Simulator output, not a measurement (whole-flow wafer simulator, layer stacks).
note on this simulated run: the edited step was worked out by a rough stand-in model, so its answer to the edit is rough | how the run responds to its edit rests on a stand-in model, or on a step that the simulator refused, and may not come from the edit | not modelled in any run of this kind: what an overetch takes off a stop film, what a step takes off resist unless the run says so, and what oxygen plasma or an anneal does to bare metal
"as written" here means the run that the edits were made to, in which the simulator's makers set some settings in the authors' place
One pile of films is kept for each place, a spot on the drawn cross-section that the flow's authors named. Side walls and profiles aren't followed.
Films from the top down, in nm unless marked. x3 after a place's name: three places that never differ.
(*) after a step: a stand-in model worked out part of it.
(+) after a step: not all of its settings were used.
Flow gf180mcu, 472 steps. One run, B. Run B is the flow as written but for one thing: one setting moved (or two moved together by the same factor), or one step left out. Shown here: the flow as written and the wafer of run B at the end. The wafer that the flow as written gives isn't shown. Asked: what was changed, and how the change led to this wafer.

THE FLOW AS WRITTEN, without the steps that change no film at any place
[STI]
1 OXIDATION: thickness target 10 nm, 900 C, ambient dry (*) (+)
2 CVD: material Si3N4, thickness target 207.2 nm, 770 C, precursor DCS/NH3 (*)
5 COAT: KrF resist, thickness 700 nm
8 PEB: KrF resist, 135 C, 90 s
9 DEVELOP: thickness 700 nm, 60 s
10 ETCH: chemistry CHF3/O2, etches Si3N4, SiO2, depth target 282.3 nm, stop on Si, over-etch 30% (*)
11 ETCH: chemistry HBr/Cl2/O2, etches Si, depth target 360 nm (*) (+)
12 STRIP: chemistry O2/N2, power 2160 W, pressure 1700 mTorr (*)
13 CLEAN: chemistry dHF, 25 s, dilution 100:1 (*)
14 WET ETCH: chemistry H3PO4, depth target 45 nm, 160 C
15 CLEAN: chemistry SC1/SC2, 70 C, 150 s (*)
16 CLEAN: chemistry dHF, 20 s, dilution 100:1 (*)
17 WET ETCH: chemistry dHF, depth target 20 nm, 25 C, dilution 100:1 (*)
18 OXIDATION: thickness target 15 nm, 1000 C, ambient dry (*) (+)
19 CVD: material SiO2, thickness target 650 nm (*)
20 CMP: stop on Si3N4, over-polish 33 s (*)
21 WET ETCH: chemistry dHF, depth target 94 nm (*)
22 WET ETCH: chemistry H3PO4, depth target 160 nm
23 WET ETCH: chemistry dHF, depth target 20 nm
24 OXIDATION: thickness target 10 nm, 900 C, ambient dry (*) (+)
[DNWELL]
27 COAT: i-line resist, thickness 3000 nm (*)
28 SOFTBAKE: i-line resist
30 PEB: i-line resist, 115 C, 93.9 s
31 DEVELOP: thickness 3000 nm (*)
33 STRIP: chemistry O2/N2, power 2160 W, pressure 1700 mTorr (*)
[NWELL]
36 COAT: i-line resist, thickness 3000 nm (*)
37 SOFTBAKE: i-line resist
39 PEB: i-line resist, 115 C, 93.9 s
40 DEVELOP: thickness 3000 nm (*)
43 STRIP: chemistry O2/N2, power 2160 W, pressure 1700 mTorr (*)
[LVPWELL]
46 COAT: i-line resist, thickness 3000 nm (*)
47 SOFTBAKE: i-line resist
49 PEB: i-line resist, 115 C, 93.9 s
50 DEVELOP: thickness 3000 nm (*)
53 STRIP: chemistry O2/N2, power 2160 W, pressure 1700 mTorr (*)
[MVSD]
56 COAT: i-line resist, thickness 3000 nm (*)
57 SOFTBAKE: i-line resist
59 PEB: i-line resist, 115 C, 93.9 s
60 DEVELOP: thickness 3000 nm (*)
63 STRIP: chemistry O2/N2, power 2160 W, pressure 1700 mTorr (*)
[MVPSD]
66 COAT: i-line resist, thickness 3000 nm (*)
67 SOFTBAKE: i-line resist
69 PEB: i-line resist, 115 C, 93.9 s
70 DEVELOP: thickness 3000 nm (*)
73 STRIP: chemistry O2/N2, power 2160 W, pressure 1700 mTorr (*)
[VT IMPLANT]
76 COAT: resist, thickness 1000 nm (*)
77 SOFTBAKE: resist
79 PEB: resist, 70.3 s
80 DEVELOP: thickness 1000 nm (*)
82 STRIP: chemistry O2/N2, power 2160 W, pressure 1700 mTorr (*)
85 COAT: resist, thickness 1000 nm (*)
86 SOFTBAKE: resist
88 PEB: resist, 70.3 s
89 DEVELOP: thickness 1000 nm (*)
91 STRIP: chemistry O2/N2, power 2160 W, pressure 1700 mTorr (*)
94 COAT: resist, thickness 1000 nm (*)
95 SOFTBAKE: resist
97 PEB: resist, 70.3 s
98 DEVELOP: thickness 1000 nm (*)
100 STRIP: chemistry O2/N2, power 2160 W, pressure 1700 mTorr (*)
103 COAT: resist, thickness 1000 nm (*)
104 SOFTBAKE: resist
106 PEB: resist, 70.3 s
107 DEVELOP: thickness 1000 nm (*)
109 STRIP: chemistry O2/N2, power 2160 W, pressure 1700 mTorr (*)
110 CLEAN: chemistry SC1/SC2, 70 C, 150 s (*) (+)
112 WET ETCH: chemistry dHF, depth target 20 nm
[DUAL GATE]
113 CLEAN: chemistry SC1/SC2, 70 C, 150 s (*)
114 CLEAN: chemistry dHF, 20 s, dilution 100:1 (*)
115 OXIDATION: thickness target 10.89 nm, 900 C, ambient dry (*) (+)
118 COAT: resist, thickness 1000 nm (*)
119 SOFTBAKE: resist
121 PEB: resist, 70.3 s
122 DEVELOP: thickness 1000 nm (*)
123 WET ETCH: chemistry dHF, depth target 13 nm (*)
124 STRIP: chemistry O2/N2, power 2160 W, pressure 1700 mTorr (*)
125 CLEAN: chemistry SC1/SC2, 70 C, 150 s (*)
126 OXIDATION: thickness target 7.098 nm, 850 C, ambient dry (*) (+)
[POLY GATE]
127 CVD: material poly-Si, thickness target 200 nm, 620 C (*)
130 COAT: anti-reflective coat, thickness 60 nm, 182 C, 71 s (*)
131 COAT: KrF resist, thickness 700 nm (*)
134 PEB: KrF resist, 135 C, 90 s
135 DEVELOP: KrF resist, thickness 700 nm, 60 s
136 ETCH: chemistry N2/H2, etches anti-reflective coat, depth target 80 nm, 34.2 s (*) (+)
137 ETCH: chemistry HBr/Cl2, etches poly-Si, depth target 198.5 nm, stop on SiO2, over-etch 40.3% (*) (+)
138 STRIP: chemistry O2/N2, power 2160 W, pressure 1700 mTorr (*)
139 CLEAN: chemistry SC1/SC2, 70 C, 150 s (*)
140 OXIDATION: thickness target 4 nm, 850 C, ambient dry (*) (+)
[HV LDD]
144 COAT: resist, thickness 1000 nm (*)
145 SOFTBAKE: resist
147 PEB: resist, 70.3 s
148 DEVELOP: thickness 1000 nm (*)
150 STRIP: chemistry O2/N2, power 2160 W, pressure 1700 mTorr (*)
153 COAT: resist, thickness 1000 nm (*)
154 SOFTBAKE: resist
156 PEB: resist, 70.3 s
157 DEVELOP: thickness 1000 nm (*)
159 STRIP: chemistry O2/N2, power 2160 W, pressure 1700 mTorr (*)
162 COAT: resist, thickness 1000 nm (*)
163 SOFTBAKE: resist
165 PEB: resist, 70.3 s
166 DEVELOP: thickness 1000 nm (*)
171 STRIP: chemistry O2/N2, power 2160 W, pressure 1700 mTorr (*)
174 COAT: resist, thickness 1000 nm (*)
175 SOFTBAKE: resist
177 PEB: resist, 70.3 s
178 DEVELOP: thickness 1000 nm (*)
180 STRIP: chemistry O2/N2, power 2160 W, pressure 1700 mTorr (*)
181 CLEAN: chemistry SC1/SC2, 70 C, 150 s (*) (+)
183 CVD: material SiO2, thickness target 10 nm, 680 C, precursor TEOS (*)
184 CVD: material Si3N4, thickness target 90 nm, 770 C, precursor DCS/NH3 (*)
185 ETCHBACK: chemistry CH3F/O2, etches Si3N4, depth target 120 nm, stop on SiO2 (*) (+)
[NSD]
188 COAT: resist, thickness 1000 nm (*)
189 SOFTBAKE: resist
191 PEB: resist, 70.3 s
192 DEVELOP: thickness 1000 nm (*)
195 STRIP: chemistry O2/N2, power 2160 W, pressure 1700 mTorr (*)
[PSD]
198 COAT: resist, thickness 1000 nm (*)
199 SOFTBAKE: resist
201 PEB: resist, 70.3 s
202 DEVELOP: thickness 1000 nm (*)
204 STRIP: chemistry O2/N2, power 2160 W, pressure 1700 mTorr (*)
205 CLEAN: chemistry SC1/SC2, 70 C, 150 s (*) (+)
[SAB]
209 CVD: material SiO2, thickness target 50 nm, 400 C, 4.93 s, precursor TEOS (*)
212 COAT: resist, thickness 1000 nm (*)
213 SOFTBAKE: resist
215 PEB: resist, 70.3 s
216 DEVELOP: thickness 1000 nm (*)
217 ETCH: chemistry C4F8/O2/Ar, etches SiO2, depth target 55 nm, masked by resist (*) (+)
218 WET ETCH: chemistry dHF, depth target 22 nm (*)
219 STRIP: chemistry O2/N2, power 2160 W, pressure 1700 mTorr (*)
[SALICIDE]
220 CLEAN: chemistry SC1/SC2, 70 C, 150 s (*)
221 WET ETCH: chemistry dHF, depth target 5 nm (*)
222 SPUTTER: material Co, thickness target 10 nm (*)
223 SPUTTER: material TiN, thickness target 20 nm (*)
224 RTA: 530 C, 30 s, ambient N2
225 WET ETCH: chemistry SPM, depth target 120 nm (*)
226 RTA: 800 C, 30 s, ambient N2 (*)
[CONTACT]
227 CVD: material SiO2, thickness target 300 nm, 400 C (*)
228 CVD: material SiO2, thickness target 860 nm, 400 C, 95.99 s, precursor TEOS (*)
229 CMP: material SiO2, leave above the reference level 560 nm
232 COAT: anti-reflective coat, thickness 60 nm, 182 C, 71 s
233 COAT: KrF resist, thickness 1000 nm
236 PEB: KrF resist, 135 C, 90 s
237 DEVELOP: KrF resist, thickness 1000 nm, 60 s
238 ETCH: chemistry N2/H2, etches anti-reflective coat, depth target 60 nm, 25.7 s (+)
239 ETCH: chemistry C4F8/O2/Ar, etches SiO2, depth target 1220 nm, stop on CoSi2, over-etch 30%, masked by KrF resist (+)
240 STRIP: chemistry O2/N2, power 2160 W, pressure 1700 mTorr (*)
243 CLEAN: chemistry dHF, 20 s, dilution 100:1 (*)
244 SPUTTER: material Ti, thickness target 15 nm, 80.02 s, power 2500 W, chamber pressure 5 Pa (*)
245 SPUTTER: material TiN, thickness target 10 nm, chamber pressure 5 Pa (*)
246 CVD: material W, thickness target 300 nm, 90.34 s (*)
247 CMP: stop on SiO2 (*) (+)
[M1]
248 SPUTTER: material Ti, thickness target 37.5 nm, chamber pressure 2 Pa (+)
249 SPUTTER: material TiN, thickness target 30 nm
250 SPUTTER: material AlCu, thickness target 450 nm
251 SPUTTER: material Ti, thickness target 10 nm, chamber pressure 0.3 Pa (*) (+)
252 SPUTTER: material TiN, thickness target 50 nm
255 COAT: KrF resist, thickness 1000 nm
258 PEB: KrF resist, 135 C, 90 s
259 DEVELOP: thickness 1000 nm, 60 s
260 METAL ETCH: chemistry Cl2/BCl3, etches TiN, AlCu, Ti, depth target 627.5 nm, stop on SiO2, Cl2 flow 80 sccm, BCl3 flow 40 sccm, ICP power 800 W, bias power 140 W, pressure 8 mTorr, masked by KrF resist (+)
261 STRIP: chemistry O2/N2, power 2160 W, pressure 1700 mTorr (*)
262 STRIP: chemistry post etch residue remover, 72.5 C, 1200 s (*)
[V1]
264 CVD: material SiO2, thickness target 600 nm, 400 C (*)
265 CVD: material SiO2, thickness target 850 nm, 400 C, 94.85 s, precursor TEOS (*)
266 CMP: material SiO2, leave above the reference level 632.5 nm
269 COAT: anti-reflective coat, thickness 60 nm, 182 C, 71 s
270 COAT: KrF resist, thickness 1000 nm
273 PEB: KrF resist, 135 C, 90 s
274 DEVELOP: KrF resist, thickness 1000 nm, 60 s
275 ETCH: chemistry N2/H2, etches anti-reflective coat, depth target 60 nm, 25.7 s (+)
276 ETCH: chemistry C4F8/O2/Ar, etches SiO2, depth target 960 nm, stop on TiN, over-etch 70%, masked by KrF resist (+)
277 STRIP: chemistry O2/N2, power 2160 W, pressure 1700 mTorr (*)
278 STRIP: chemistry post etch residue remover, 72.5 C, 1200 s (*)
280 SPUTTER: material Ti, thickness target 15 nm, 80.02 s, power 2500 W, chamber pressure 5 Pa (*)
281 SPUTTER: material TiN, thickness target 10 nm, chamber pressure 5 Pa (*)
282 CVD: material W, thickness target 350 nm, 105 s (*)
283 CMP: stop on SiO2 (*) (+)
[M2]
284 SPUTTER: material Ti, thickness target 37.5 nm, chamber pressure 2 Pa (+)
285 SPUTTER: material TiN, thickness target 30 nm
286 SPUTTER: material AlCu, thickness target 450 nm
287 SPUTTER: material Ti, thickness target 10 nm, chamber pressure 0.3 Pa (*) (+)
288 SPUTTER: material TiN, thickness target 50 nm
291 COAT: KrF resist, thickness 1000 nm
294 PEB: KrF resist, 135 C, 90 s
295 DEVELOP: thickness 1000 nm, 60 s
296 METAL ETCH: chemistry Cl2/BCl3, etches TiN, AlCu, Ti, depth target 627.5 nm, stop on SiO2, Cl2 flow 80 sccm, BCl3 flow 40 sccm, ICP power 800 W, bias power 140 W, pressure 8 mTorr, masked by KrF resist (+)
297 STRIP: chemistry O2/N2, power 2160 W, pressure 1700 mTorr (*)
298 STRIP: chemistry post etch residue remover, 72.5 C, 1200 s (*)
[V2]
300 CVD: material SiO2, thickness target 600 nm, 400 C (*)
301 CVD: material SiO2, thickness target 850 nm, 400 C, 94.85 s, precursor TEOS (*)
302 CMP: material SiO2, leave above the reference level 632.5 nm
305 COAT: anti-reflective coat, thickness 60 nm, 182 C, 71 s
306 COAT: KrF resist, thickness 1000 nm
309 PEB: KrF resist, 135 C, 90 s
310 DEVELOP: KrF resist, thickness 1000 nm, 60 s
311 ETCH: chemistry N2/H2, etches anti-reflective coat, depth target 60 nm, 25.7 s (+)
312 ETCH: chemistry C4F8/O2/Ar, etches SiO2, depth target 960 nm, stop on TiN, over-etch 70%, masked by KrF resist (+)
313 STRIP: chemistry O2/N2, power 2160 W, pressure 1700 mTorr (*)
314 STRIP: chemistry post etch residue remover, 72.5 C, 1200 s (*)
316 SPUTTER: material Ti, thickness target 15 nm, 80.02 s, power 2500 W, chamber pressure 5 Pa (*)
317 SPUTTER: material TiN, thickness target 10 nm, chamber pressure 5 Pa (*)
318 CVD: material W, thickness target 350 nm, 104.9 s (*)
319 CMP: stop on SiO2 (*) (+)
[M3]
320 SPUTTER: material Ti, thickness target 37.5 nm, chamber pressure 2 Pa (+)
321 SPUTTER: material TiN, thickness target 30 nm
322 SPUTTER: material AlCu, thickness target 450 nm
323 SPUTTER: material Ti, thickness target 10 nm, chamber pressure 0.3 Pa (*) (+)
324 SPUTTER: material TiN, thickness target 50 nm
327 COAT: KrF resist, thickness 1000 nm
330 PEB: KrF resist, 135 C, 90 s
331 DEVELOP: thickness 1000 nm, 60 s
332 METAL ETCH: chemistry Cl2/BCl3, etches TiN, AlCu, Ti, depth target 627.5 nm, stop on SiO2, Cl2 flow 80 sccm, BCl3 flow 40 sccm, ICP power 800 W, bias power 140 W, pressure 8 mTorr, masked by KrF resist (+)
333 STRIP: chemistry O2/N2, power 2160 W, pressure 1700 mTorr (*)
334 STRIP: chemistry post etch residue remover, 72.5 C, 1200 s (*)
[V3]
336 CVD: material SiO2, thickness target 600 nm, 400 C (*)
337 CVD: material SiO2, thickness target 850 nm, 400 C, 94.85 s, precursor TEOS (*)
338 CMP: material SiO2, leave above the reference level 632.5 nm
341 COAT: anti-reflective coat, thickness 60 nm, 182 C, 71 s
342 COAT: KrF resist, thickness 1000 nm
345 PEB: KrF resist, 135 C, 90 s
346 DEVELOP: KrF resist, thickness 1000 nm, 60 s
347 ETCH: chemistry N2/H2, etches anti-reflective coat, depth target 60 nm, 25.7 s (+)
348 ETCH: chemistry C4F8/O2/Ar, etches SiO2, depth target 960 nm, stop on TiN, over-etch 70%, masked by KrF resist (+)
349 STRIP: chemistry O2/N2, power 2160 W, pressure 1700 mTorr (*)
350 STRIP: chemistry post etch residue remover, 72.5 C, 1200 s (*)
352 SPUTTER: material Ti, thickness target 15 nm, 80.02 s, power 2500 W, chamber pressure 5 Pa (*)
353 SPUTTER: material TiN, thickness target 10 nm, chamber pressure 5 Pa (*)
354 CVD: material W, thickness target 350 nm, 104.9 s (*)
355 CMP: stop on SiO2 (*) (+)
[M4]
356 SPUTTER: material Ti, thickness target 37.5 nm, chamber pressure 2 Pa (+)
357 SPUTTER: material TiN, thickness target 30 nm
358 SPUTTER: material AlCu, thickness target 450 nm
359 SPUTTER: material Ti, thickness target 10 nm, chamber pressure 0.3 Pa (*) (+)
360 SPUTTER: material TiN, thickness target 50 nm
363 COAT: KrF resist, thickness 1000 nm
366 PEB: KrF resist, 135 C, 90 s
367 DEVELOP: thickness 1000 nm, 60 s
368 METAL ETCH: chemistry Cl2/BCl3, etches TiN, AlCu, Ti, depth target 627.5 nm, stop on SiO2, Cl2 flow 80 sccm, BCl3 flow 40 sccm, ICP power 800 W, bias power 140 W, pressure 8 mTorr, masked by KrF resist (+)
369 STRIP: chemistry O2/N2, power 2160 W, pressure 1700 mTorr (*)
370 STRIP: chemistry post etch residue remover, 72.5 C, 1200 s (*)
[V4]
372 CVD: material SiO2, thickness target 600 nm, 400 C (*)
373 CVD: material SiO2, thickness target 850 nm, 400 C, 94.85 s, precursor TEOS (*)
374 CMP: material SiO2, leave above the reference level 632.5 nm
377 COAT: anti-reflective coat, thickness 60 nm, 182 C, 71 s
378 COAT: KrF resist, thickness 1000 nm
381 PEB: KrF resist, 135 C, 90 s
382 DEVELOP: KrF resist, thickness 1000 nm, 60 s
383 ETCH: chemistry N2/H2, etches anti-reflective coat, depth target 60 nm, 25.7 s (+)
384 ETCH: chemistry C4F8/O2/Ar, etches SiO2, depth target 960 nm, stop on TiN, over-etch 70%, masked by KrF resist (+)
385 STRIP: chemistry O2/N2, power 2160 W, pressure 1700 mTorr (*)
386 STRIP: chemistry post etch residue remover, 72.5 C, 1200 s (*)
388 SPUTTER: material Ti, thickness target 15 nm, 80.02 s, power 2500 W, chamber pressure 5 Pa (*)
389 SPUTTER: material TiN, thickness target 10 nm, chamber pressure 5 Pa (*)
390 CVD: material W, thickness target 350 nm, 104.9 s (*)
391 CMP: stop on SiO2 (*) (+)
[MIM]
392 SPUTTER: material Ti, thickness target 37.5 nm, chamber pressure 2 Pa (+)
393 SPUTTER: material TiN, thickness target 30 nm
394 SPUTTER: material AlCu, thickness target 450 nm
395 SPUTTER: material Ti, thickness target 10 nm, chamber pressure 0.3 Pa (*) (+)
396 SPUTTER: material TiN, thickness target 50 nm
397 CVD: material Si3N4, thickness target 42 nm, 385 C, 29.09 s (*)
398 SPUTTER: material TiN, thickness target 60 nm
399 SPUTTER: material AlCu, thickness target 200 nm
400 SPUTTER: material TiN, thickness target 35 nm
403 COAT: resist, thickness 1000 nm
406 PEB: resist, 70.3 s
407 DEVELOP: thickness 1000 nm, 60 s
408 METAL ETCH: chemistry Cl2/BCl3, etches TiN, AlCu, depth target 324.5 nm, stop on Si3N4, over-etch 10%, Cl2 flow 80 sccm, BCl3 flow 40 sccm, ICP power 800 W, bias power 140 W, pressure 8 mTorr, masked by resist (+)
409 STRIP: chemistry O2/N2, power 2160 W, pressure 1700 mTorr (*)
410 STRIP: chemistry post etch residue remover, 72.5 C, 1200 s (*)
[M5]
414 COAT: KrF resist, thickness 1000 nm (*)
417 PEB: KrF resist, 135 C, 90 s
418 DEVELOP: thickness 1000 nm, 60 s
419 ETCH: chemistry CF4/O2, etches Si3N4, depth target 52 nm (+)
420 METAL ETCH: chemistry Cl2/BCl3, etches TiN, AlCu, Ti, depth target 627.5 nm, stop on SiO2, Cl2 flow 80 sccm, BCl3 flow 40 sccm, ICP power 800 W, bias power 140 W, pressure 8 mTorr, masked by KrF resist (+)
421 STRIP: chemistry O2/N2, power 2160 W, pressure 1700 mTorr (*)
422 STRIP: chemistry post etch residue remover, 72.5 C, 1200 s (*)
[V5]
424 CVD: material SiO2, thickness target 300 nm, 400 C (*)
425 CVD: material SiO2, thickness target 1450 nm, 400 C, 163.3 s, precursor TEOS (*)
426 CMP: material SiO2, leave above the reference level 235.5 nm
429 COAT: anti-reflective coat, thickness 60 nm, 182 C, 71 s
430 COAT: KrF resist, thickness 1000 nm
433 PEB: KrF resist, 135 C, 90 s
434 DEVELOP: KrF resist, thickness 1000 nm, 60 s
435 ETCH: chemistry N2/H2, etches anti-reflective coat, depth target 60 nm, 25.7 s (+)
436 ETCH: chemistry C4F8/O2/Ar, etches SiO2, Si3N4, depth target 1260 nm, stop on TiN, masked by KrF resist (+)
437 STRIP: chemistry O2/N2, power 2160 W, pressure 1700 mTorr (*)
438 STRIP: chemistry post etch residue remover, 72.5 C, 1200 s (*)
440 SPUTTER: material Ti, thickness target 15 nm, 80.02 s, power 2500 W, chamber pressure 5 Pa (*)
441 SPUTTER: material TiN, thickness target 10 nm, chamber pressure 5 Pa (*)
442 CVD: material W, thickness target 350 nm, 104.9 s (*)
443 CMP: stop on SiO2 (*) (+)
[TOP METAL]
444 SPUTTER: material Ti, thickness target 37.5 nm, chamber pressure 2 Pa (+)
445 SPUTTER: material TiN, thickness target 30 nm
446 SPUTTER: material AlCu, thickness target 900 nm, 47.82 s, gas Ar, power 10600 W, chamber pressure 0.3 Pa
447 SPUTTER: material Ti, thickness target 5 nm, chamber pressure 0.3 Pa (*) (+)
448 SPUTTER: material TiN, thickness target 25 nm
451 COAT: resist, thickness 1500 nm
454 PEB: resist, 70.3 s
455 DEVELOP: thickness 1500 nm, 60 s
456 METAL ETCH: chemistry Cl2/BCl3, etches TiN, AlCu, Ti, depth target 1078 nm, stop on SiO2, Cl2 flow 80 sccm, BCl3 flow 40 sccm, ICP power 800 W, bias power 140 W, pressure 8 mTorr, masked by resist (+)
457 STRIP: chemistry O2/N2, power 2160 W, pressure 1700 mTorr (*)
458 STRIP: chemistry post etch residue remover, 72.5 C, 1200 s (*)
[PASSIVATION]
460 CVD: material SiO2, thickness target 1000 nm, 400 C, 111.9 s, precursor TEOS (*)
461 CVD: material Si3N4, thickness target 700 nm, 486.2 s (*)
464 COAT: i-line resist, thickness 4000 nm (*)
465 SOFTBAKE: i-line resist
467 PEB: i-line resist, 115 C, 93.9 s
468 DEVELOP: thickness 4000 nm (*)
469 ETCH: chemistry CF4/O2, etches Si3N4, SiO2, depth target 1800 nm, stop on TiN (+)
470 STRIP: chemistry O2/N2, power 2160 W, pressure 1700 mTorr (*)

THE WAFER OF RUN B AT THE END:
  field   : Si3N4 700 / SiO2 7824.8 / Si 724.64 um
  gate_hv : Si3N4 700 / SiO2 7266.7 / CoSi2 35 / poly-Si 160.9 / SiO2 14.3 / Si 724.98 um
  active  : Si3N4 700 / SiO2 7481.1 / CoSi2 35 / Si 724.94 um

The cause: step 460, CVD: thickness target 590 nm was run, where the flow has thickness target 1000 nm; step 460, CVD: 66.05 s was run, where the flow has 111.9 s.

How the change led to this, step by step:
  460 CVD: material SiO2, thickness target 1000 nm, 400 C, 111.9 s, precursor TEOS (*)
      field, field__w1, field__w2 and 103 more: SiO2 +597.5 (as written it would be: SiO2 +1000)
      field__w8, contact, m1, m1__w1, pad, m1_nw: SiO2 +597.5 (new film) (as written it would be: SiO2 +1000 (new film))
  465 SOFTBAKE: i-line resist
      gate: i-line resist -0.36 (as written it would be: i-line resist +1.79)
      ld_acc_p, ld_fp_p, ld_drift_p: i-line resist +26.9 (as written it would be: i-line resist +33.8)
      (and at 57 more places)
  469 ETCH: chemistry CF4/O2, etches Si3N4, SiO2, depth target 1800 nm, stop on TiN (+)
      pad: Si3N4 -700 (all of it), SiO2 -597.5 (all of it) (as written it would be: Si3N4 -700 (all of it), SiO2 -1000 (all of it))
